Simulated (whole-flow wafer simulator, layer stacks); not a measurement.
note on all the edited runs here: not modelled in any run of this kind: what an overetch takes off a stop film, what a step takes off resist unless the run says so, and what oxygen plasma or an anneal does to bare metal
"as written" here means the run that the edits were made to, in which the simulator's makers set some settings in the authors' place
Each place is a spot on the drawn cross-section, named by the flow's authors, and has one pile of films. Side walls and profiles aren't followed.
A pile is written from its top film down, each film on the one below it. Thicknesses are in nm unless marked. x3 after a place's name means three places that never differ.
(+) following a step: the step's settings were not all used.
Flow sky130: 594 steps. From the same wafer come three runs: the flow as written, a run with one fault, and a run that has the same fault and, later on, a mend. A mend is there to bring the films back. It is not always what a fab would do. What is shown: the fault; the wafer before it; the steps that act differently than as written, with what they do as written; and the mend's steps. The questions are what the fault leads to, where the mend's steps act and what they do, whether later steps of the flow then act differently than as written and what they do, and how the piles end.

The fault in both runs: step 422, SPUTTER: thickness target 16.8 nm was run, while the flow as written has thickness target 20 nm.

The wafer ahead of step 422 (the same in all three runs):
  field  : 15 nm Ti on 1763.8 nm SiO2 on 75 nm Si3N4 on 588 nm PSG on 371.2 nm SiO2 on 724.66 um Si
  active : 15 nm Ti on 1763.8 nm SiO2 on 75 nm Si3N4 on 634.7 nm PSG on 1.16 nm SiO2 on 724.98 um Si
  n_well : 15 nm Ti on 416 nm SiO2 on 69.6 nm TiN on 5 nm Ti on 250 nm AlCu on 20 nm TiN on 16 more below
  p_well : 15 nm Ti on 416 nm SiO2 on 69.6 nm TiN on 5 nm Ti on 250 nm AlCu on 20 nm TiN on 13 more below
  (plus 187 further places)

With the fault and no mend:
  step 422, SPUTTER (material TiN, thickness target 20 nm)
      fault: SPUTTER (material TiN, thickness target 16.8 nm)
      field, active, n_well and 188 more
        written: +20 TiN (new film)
        fault: +16.8 TiN (new film)
  Steps later in the flow that act otherwise than as written (14 more steps, not shown, differ only slightly: by at most 2% or 0.5 nm, whichever is larger):
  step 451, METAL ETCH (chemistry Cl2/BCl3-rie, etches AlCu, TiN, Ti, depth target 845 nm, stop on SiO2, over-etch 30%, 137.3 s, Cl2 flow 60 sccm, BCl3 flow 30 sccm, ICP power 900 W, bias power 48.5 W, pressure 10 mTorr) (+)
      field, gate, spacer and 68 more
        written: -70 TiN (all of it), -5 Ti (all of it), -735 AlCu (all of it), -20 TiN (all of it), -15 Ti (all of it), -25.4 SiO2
        fault: -70 TiN (all of it), -5 Ti (all of it), -735 AlCu (all of it), -16.8 TiN (all of it), -15 Ti (all of it), -25.7 SiO2
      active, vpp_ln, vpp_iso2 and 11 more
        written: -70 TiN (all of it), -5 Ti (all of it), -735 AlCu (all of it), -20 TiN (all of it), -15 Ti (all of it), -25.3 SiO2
        fault: -70 TiN (all of it), -5 Ti (all of it), -735 AlCu (all of it), -16.8 TiN (all of it), -15 Ti (all of it), -25.7 SiO2
  The piles end different from the flow's at n_well, p_well, gate_hv and 104 more by more than 2% or 0.5 nm, whichever is larger.
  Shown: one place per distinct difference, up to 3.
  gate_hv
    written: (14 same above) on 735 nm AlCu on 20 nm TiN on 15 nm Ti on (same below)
    fault: (14 same above) on 735 nm AlCu on 16.8 nm TiN on 15 nm Ti on (same below)
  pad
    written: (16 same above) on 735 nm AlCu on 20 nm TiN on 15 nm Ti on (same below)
    fault: (16 same above) on 735 nm AlCu on 16.8 nm TiN on 15 nm Ti on (same below)
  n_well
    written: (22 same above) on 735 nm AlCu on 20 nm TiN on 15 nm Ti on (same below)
    fault: (22 same above) on 735 nm AlCu on 16.8 nm TiN on 15 nm Ti on (same below)

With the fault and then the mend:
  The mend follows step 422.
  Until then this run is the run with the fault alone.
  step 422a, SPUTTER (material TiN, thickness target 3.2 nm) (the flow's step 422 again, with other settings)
      field, active, n_well and 188 more
        +3.2 TiN
  Later steps of the flow that are run all act as written at every place that is followed.
  By the end, the piles equal the flow's at every place that both follow.
